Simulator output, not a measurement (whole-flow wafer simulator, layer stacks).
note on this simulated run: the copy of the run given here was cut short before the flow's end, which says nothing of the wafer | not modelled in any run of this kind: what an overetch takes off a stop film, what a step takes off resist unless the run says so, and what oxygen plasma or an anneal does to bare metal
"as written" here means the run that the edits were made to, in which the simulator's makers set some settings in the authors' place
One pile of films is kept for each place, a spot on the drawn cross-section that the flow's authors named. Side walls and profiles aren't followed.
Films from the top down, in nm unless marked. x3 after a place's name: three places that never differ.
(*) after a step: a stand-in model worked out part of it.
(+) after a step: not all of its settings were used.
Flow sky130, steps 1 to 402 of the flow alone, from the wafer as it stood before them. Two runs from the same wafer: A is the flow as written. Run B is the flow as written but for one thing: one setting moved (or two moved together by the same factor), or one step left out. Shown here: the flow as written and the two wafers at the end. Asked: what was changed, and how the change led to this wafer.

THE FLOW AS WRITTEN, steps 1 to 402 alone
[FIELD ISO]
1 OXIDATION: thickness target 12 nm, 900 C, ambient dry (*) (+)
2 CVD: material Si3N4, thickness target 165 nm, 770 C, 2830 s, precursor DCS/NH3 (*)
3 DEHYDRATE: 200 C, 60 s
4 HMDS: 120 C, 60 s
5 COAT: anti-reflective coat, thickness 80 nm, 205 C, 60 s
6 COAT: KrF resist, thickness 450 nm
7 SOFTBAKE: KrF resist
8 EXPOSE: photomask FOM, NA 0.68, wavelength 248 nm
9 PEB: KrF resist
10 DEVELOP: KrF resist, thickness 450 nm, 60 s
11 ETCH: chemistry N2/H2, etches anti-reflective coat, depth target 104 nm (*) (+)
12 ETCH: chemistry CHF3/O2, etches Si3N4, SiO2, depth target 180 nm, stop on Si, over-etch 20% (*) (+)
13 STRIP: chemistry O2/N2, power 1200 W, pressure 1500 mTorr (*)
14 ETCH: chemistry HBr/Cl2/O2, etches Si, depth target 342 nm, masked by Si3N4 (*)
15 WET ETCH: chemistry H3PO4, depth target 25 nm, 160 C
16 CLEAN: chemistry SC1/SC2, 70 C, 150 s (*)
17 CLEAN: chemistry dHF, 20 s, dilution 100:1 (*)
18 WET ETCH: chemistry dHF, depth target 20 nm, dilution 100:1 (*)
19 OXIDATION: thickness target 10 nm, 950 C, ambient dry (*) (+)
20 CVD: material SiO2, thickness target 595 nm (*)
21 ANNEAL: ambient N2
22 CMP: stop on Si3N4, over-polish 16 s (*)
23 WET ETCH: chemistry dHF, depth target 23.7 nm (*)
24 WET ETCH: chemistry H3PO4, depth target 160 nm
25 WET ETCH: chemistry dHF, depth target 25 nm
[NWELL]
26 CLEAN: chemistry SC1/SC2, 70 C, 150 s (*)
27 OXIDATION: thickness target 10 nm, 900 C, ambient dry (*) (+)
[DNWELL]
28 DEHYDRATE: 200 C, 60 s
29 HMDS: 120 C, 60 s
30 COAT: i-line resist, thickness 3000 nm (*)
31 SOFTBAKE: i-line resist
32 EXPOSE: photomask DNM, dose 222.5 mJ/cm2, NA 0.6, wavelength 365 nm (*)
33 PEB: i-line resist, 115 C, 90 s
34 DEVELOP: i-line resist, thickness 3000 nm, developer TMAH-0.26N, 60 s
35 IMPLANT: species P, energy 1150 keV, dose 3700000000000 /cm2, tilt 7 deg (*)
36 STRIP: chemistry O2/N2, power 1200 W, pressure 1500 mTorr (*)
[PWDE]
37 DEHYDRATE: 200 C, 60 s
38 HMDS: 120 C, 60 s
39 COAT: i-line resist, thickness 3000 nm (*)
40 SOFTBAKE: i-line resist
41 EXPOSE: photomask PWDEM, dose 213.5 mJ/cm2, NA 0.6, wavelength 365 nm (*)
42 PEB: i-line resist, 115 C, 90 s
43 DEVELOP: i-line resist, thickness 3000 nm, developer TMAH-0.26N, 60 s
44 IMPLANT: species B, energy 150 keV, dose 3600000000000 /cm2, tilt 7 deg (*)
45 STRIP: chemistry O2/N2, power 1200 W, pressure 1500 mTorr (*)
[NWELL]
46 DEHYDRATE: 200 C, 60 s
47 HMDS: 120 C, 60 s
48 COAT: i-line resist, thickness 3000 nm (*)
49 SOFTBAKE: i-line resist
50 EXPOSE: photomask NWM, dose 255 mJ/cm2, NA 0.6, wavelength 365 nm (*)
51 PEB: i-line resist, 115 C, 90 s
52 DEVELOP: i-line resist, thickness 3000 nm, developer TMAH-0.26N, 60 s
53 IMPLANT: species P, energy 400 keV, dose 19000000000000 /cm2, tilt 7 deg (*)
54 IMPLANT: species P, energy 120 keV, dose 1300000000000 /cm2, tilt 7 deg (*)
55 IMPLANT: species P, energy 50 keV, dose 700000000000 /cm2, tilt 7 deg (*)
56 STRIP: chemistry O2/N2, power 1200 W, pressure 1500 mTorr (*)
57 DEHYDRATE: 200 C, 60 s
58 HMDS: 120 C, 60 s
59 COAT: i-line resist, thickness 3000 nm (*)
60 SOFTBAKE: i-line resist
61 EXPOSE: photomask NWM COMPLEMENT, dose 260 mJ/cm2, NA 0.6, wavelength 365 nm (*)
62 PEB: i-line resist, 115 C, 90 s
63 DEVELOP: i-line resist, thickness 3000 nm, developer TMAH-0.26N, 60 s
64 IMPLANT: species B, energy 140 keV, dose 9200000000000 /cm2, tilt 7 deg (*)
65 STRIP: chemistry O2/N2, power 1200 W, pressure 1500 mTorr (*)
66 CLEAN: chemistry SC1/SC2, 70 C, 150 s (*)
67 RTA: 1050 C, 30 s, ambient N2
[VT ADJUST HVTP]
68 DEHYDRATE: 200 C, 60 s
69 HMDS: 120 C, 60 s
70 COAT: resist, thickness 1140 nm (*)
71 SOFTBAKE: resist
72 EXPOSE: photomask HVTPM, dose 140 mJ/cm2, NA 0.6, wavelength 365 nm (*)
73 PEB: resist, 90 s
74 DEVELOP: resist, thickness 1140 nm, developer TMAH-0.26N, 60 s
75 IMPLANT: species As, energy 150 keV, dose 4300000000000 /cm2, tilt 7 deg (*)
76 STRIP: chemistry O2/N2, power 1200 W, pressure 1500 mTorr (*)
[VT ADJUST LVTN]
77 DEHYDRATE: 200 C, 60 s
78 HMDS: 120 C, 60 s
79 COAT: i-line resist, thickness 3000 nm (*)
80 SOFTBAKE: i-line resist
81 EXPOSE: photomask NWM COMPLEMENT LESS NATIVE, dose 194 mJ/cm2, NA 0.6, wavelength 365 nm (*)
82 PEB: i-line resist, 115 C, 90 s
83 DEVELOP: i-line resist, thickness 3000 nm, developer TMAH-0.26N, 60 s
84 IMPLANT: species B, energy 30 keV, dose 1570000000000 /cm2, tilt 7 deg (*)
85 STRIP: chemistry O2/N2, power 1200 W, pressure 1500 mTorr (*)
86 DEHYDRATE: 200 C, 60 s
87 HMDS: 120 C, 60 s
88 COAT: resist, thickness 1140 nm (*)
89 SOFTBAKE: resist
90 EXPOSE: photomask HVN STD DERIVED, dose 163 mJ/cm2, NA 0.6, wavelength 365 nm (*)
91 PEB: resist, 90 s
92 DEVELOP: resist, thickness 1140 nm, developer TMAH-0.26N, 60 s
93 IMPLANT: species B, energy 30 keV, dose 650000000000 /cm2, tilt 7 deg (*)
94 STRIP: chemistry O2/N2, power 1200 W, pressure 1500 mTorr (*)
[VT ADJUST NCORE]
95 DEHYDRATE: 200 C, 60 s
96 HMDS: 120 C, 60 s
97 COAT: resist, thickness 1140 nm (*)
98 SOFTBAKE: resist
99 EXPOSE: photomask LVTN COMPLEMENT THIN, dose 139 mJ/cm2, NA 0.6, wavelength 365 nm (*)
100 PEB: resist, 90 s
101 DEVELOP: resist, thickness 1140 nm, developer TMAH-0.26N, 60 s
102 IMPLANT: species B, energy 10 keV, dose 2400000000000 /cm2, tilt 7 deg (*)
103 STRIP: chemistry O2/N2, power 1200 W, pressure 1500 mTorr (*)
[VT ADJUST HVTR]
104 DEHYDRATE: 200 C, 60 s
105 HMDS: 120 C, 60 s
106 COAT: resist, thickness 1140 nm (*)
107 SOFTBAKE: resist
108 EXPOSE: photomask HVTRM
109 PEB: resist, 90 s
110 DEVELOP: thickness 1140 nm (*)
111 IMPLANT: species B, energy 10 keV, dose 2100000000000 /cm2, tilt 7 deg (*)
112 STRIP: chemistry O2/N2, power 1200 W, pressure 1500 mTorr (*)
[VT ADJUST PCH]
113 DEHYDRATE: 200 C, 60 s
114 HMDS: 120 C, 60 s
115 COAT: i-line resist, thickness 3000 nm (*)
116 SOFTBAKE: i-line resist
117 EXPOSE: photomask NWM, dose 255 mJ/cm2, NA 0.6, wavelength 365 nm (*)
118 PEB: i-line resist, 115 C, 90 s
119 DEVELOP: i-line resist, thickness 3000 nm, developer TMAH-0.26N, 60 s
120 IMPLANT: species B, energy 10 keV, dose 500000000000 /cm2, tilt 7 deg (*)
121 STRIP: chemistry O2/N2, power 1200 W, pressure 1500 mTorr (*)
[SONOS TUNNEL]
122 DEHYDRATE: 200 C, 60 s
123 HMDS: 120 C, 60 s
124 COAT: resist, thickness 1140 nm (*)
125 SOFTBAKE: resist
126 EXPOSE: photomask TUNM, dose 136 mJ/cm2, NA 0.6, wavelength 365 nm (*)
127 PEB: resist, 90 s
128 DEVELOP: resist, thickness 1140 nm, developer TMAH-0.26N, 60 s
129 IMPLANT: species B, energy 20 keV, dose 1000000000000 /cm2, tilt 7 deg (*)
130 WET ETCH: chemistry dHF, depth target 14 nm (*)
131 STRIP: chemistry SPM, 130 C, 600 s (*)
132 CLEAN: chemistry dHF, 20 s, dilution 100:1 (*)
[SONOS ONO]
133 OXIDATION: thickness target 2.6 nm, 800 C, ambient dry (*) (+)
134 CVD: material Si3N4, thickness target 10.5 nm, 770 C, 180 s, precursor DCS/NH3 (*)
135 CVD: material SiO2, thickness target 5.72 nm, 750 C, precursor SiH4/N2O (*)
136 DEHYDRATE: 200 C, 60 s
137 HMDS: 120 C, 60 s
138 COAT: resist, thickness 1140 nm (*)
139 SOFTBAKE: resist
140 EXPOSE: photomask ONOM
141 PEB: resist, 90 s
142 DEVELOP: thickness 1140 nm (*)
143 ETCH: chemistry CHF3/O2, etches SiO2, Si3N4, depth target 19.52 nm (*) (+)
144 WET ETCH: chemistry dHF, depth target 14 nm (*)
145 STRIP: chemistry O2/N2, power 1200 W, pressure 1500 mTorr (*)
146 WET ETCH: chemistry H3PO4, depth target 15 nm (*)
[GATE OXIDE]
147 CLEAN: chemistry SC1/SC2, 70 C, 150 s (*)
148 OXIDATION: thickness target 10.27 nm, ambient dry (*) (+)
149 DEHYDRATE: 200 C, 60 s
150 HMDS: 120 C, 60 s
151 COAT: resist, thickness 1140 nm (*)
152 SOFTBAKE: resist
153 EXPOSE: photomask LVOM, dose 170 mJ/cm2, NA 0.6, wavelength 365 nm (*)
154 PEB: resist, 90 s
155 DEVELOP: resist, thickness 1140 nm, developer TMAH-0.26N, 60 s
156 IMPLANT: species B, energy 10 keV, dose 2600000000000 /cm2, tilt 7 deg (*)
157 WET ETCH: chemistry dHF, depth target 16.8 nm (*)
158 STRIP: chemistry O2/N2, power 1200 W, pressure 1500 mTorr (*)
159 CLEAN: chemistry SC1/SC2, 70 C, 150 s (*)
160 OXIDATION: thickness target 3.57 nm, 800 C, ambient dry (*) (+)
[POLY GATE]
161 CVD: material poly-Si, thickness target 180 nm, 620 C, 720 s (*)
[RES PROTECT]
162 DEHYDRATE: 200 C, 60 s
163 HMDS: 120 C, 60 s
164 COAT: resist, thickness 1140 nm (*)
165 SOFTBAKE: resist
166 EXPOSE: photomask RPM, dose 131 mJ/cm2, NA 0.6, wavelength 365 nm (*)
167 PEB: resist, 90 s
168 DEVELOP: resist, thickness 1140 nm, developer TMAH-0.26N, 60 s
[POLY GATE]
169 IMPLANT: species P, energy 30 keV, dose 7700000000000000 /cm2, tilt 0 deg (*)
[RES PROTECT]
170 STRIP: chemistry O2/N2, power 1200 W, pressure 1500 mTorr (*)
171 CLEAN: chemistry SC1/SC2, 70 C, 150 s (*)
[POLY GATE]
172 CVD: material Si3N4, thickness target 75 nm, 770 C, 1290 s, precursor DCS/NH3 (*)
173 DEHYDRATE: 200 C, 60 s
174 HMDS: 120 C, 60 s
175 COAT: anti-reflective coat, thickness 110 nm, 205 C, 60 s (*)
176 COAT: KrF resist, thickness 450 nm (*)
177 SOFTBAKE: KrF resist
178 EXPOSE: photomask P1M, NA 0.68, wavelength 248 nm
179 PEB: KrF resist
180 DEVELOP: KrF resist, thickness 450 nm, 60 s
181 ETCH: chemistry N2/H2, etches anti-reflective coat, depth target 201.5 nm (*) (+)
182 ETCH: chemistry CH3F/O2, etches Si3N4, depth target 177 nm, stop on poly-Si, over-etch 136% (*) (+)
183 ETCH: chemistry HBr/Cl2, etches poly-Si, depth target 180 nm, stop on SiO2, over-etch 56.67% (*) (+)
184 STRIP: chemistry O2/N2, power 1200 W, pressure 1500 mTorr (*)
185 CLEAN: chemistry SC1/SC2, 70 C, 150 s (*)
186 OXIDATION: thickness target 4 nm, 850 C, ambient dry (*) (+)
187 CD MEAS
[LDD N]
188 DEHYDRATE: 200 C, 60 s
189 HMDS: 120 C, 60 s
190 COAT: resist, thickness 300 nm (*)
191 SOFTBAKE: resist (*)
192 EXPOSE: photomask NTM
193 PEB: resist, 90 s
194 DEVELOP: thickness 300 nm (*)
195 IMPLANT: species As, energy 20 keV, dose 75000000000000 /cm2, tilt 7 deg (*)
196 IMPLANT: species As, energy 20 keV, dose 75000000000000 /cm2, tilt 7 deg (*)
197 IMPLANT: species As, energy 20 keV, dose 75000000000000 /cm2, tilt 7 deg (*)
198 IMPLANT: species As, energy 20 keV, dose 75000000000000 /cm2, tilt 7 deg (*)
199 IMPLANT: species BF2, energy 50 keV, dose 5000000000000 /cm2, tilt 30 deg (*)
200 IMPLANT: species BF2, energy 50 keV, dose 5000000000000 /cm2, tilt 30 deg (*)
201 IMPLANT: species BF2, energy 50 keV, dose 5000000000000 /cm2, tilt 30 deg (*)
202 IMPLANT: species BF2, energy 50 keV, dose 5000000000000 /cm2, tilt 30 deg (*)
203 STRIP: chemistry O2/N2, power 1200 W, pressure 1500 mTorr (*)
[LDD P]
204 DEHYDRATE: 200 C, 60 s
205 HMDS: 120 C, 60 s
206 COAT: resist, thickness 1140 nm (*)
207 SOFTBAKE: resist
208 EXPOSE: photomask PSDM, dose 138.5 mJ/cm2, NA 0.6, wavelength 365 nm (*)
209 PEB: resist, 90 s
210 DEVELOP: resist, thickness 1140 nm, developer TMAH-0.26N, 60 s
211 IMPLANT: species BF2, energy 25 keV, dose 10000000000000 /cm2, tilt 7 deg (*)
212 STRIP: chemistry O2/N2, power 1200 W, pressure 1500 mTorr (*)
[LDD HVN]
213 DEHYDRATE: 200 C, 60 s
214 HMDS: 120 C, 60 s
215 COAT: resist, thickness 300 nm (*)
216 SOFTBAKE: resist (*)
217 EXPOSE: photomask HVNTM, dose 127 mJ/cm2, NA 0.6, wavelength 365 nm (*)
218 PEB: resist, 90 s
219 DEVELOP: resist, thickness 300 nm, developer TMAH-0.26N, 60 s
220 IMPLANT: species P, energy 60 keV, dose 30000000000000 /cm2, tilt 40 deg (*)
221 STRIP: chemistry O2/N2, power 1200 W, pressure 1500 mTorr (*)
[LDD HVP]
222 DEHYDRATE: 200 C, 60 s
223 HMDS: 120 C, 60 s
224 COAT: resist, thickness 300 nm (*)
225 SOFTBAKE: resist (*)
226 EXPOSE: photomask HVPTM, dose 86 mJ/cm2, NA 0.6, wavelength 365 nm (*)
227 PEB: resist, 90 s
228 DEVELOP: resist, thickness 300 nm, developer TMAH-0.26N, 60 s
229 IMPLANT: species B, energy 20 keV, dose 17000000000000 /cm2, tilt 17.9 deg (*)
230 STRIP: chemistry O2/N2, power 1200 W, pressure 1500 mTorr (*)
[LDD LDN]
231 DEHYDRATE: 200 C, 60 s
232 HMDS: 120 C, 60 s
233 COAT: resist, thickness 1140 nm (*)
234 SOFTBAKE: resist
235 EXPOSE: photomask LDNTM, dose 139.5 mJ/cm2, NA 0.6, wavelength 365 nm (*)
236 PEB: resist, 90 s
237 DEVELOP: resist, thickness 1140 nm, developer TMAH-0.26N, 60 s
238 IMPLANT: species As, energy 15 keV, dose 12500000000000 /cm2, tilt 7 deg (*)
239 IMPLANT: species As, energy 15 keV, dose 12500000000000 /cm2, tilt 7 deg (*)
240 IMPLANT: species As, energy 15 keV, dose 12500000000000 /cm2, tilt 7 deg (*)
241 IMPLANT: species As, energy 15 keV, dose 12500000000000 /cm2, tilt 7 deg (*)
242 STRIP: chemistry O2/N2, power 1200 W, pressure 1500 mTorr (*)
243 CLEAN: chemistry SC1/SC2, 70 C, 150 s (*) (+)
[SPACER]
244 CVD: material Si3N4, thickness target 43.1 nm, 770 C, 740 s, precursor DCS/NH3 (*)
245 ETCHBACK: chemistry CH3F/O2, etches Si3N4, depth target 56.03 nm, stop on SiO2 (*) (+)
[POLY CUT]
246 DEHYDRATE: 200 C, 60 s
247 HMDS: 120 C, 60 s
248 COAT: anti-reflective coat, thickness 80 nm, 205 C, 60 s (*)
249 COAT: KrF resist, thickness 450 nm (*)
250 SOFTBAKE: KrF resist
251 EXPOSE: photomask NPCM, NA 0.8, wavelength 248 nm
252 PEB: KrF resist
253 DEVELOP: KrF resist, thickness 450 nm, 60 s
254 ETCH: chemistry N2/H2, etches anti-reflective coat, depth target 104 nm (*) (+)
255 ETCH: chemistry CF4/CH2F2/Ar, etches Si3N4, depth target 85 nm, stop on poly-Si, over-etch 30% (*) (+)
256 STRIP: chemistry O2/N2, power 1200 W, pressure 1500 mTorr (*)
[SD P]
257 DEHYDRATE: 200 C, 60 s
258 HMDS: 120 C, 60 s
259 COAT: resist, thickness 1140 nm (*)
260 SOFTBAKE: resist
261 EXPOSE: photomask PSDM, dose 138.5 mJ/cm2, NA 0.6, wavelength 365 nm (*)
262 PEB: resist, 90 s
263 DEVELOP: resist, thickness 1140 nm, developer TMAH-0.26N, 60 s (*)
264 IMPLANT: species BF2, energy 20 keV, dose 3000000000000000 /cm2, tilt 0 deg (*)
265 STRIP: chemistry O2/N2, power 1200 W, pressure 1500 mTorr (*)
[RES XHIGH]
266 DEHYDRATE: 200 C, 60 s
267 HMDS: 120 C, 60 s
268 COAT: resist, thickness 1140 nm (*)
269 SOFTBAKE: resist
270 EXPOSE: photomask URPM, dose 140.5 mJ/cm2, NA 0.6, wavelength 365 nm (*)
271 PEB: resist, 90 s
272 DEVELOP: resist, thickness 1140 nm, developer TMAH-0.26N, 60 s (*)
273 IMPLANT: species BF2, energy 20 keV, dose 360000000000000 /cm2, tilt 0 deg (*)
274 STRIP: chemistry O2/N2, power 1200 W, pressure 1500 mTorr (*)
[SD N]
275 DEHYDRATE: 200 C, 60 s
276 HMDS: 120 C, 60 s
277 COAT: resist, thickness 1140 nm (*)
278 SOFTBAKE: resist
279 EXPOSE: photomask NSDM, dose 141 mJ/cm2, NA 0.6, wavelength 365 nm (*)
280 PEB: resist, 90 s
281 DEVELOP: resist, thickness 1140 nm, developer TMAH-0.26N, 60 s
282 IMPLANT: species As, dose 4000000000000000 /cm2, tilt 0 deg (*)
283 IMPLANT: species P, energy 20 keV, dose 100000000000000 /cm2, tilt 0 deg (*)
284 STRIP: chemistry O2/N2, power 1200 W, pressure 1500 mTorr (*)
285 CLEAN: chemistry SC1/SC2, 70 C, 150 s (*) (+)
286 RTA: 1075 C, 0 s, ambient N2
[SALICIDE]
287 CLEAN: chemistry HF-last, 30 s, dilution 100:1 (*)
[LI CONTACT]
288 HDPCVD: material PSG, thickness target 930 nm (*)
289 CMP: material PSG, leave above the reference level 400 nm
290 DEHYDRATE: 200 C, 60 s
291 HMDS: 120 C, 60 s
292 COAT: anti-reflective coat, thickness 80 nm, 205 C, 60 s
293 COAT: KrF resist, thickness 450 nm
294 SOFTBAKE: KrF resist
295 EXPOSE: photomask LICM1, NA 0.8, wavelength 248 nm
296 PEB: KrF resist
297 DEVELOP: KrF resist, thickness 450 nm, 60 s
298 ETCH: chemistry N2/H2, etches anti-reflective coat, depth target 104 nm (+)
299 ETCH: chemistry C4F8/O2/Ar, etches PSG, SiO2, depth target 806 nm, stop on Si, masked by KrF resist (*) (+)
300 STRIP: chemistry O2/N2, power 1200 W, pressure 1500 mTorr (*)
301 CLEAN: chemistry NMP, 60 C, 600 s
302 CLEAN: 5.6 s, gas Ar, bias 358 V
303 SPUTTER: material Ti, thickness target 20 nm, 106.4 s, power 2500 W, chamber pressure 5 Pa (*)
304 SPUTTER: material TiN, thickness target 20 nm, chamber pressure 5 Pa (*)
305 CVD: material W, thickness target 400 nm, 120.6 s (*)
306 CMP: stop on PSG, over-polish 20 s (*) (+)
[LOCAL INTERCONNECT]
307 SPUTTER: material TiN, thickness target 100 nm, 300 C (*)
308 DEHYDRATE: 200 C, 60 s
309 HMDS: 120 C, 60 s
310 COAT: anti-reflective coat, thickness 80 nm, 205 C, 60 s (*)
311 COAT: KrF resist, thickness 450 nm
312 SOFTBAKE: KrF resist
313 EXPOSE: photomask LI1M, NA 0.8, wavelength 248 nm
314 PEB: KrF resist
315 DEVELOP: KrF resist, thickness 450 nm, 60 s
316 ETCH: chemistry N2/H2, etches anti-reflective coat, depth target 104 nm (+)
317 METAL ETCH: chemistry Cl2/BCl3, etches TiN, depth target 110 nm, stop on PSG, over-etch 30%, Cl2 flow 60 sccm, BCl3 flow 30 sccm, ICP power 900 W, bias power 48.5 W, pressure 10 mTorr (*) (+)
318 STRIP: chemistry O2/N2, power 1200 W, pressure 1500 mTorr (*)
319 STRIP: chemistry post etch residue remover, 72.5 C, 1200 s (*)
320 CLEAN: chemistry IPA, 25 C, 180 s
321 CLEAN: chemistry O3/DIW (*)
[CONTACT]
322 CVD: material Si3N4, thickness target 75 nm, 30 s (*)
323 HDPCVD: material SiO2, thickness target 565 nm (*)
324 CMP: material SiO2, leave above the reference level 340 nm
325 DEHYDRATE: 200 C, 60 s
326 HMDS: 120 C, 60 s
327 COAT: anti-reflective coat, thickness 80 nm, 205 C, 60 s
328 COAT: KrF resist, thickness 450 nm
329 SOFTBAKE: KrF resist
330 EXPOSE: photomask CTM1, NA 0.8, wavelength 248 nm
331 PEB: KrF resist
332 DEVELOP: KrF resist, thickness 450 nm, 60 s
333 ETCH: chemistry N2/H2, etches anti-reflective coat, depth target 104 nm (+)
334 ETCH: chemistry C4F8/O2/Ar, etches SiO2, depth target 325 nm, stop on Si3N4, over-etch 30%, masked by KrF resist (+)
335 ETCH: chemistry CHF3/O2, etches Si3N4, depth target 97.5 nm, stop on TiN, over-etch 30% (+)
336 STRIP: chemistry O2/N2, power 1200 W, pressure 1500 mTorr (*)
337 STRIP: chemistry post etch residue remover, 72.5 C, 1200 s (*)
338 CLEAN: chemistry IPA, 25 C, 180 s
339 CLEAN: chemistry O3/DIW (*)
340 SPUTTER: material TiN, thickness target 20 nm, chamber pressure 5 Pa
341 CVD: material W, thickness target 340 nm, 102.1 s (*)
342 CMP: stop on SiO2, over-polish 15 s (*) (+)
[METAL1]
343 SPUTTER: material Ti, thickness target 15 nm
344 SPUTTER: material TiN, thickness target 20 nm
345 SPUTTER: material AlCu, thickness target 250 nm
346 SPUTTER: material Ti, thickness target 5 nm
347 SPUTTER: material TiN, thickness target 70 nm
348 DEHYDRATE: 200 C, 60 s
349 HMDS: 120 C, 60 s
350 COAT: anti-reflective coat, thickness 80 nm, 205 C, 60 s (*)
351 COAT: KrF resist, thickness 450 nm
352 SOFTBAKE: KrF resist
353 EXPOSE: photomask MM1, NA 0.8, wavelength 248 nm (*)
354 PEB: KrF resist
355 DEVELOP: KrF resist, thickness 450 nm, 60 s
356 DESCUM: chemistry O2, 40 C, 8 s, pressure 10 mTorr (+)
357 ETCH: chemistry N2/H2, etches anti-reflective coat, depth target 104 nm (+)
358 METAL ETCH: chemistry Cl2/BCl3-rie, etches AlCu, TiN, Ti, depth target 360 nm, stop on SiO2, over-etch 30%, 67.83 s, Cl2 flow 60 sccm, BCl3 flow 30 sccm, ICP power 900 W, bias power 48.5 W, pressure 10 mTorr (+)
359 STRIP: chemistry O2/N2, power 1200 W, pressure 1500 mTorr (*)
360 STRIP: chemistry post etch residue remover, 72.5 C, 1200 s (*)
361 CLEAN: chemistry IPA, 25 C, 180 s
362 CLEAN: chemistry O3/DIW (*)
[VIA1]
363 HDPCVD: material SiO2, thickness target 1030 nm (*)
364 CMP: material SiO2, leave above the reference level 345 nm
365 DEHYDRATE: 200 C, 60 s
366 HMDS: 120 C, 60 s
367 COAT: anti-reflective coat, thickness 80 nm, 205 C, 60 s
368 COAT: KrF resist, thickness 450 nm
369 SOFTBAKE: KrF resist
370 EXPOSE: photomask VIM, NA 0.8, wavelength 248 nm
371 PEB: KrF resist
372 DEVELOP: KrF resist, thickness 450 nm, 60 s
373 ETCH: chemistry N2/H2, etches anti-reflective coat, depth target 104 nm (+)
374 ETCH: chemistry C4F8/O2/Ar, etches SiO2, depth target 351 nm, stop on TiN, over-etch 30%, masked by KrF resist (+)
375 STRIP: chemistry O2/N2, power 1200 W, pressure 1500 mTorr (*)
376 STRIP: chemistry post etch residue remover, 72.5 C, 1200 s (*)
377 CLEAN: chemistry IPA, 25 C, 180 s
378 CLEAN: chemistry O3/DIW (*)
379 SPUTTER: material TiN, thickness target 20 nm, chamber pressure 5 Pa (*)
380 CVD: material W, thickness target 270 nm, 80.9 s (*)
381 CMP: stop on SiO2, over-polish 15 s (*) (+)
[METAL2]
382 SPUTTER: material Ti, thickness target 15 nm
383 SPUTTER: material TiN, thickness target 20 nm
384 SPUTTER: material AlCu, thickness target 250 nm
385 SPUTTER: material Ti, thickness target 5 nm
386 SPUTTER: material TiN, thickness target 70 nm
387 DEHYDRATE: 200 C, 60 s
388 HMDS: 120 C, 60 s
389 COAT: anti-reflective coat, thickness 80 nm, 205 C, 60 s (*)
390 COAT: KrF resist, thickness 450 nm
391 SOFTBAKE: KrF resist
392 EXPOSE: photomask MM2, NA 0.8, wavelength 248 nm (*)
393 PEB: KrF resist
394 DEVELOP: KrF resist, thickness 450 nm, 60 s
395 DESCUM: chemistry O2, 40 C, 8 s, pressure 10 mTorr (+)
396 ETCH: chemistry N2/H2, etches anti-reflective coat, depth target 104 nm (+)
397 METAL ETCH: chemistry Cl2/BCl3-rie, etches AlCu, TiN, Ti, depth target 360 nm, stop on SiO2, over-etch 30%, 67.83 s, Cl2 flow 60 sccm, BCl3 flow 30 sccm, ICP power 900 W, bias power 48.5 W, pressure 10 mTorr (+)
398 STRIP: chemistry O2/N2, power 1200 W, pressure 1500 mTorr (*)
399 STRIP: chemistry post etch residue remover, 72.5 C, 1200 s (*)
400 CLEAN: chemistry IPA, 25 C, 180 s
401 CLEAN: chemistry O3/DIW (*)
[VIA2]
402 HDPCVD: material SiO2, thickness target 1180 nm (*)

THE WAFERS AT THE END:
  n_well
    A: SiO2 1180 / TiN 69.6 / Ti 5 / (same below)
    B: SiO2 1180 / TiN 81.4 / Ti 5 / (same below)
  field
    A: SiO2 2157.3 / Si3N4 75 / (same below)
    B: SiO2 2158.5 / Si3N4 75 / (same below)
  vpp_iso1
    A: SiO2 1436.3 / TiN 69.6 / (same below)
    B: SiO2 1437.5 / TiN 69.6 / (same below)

The cause: step 386, SPUTTER: thickness target 81.8 nm was run, where the flow has thickness target 70 nm.

How the change led to this, step by step:
  386 SPUTTER: material TiN, thickness target 70 nm
      field, active, n_well and 188 more: A TiN +70 (new film) | B TiN +81.8 (new film)
  397 METAL ETCH: chemistry Cl2/BCl3-rie, etches AlCu, TiN, Ti, depth target 360 nm, stop on SiO2, over-etch 30%, 67.83 s, Cl2 flow 60 sccm, BCl3 flow 30 sccm, ICP power 900 W, bias power 48.5 W, pressure 10 mTorr (+)
      field, active, gate and 82 more: A TiN -68.7 (all of it), Ti -5 (all of it), AlCu -250 (all of it), TiN -20 (all of it), Ti -15 (all of it), SiO2 -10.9 | B TiN -80.5 (all of it), Ti -5 (all of it), AlCu -250 (all of it), TiN -20 (all of it), Ti -15 (all of it), SiO2 -9.75
